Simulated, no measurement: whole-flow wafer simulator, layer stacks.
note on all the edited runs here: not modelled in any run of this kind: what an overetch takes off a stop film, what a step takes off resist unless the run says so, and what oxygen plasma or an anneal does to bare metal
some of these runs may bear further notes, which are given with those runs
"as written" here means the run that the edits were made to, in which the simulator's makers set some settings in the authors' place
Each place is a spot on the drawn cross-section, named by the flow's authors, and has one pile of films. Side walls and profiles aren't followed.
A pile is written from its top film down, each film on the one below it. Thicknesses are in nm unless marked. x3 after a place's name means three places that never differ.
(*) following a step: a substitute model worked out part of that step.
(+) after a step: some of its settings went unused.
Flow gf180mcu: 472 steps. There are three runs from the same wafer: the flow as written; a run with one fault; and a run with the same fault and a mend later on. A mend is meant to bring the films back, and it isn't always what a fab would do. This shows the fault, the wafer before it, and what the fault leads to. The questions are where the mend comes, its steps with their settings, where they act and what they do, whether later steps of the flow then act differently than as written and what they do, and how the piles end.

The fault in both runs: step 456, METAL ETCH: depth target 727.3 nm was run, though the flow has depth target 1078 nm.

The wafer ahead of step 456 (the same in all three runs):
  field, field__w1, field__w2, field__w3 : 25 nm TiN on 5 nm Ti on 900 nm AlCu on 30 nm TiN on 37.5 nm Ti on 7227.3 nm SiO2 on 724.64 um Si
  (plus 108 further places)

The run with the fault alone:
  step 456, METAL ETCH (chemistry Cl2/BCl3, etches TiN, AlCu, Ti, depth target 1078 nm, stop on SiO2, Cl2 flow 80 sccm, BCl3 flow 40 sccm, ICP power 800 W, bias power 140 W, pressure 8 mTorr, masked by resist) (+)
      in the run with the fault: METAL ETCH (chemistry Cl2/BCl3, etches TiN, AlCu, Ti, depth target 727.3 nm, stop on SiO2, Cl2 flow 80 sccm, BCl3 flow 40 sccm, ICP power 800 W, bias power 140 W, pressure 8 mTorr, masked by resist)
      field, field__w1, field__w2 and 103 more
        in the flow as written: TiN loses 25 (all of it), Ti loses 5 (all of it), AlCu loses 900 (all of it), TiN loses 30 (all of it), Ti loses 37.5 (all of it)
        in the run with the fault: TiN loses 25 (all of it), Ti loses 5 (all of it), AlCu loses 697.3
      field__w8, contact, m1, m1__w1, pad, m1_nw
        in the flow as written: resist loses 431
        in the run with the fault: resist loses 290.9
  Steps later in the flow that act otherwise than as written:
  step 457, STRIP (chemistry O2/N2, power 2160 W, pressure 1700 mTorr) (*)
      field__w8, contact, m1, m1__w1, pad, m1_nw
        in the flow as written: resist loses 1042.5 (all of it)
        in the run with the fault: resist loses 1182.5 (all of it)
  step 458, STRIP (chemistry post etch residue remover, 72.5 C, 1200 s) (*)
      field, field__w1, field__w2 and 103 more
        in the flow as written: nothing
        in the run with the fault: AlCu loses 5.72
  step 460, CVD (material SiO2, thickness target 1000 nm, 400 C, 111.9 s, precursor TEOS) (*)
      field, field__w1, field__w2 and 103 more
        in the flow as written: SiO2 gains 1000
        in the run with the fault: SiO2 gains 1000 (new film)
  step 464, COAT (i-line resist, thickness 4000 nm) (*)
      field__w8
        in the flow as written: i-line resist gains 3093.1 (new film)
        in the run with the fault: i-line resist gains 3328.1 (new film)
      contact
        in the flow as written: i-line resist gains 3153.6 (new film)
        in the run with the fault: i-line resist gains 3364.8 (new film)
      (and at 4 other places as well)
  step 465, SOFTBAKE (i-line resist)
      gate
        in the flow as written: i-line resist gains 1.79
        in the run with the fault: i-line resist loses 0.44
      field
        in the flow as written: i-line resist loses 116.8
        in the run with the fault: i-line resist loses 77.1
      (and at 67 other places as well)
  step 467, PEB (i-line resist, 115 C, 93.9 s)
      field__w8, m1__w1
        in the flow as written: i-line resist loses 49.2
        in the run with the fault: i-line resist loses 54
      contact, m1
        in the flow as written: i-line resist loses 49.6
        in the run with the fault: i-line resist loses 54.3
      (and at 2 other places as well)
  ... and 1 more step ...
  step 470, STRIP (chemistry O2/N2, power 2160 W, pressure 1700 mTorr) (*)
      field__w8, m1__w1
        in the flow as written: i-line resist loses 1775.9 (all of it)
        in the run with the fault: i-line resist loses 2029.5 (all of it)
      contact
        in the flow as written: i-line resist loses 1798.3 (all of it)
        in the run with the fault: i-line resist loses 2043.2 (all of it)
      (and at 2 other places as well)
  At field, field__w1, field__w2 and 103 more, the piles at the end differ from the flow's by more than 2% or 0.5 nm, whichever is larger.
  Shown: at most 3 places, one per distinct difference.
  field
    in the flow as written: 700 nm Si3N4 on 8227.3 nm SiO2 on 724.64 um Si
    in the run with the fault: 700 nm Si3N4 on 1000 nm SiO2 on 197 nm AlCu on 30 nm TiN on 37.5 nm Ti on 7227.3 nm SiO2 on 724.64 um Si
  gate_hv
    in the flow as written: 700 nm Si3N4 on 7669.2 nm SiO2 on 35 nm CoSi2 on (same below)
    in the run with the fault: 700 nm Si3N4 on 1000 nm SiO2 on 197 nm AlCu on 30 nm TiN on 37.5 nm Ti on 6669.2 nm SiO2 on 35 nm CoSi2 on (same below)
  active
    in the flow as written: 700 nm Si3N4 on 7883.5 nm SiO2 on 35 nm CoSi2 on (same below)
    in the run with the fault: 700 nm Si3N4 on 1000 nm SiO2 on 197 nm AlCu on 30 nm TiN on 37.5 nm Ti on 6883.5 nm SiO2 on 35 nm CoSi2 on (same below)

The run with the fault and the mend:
  The mend follows step 458.
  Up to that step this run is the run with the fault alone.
  step 458a, DEHYDRATE (200 C, 60 s) (the flow's step 449, run once more)
      alters no film at any place that is followed
  step 458b, HMDS (120 C, 60 s) (the flow's step 450, run once more)
      alters no film at any place that is followed
  step 458c, COAT (resist, thickness 1500 nm) (*) (the flow's step 451, run once more)
      iso_ptap_pw, iso_ntap_nw, iso_nw_fld and 33 more
        resist gains 1500 (new film)
      field__w1, field__w6, field_sub__w2 and 6 more
        resist gains 1509.3 (new film)
      field_sub, field_sub__w1, field_sub__w5 and 6 more
        resist gains 1509.2 (new film)
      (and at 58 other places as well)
  step 458d, SOFTBAKE (resist) (the flow's step 452, run once more)
      gate_p_hv, nw_enc_fld, nw_enc_fld__w1
        resist loses 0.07
      field__w11, field_sub__w1
        resist loses 1
      field_sub__w4, active_nat
        resist loses 0.62
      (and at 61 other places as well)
  step 458e, EXPOSE (photomask MetalTop) (the flow's step 453, run once more)
      alters no film at any place that is followed
  step 458f, PEB (resist, 70.3 s) (the flow's step 454, run once more)
      field__w2, field__w3, field__w5 and 42 more
        resist loses 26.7
      iso_ptap_pw, iso_ntap_nw, iso_nw_fld and 33 more
        resist loses 26.5
      p_well, sti, spacer, sd_n, mim_1p0, dice_street
        resist loses 26.6
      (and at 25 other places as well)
  step 458g, DEVELOP (thickness 1500 nm, 60 s) (the flow's step 455, run once more)
      iso_ptap_pw, iso_ntap_nw, iso_nw_fld and 33 more
        resist loses 1473.5 (all of it)
      field__w5, field__w9, nplus_u, pplus_u, npoly_u, nw_enc_fld_lv__w1, nw_enc_fld_lv__w4
        resist loses 1483.1 (all of it)
      p_well, sti, spacer, sd_n, mim_1p0, dice_street
        resist loses 1476.9 (all of it)
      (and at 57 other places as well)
  step 458h, METAL ETCH (chemistry Cl2/BCl3, etches TiN, AlCu, Ti, depth target 350.2 nm, stop on SiO2, Cl2 flow 80 sccm, BCl3 flow 40 sccm, ICP power 800 W, bias power 140 W, pressure 8 mTorr, masked by resist) (+) (the flow's step 456, run once more with other settings)
      field, field__w1, field__w2 and 103 more
        AlCu loses 197 (all of it), TiN loses 30 (all of it), Ti loses 37.5 (all of it)
      field__w8, contact, m1, m1__w1, pad, m1_nw
        resist loses 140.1
  step 458i, STRIP (chemistry O2/N2, power 2160 W, pressure 1700 mTorr) (*) (the flow's step 457, run once more)
      field__w8
        resist loses 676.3 (all of it)
      contact
        resist loses 674.3 (all of it)
      m1
        resist loses 674.5 (all of it)
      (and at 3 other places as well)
  step 458j, STRIP (chemistry post etch residue remover, 72.5 C, 1200 s) (*) (the flow's step 458, run once more)
      field__w8, contact, m1, m1__w1, pad, m1_nw
        TiN loses 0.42
  Later steps of the flow that are run all act as written at every place that is followed, up to a difference of at most 2% or 0.5 nm, whichever is larger.
  The piles end only slightly different from the flow's at the places that both follow, by no more than 2% or 0.5 nm, whichever is larger.
